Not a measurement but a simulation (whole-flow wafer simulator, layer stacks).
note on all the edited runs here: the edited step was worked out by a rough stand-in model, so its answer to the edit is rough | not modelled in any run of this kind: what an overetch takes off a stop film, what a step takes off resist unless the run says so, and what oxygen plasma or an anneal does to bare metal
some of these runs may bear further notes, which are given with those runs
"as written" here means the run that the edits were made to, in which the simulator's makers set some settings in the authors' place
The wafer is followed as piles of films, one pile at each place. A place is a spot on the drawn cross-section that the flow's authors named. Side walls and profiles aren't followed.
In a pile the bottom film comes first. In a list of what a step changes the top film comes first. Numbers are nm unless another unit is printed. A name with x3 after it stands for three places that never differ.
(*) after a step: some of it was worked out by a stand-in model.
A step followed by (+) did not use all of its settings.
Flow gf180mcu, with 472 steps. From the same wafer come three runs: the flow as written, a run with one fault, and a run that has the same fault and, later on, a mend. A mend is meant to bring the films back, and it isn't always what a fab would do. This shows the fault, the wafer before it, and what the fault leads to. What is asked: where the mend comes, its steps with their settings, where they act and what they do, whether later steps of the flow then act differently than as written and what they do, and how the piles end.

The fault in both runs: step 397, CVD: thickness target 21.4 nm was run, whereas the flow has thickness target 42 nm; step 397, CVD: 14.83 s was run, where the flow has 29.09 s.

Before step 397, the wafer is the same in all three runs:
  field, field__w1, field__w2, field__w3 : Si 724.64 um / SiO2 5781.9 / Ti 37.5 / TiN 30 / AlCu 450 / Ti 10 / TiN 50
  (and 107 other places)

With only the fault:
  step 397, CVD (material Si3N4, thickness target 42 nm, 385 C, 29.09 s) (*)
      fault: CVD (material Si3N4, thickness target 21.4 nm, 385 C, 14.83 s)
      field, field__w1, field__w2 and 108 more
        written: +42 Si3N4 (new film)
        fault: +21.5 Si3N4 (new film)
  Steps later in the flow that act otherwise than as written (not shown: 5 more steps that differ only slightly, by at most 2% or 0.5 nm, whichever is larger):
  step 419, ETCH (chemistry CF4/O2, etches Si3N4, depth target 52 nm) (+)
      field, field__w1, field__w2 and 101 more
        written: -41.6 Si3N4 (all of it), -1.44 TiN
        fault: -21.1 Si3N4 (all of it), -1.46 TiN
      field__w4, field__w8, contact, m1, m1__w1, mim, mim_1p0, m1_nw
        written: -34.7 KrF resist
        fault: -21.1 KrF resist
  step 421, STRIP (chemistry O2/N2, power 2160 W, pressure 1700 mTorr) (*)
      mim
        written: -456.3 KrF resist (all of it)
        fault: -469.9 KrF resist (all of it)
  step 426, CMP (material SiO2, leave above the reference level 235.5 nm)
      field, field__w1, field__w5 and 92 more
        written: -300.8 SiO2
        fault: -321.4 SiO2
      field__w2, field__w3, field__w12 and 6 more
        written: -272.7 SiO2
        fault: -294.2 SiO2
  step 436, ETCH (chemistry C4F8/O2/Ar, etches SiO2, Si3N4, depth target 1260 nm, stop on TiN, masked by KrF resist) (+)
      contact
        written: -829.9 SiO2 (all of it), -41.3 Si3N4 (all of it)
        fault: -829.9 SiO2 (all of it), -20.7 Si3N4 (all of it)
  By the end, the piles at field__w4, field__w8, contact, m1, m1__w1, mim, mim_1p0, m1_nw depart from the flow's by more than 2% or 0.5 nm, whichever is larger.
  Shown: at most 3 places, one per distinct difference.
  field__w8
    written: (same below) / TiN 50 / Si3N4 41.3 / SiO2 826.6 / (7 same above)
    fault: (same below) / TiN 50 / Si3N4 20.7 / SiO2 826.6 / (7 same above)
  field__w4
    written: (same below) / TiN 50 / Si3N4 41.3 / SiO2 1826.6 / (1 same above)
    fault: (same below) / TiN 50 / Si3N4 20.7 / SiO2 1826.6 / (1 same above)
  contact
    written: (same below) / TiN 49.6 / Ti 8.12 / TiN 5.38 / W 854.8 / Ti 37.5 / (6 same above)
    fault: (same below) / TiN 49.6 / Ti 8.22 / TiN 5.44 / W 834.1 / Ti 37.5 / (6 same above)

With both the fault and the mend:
  The mend stands after step 397.
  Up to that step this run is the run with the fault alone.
  step 397a, CVD (material Si3N4, thickness target 20.6 nm, 385 C, 14.27 s) (the flow's step 397, run once more with other settings)
      field, field__w1, field__w2 and 108 more
        +20.6 Si3N4
  None of the later steps of the flow differs from how it acts as written, at any place that is followed, by more than 2% or 0.5 nm, whichever is larger.
  The piles end only slightly different from the flow's at the places that both follow, by no more than 2% or 0.5 nm, whichever is larger.
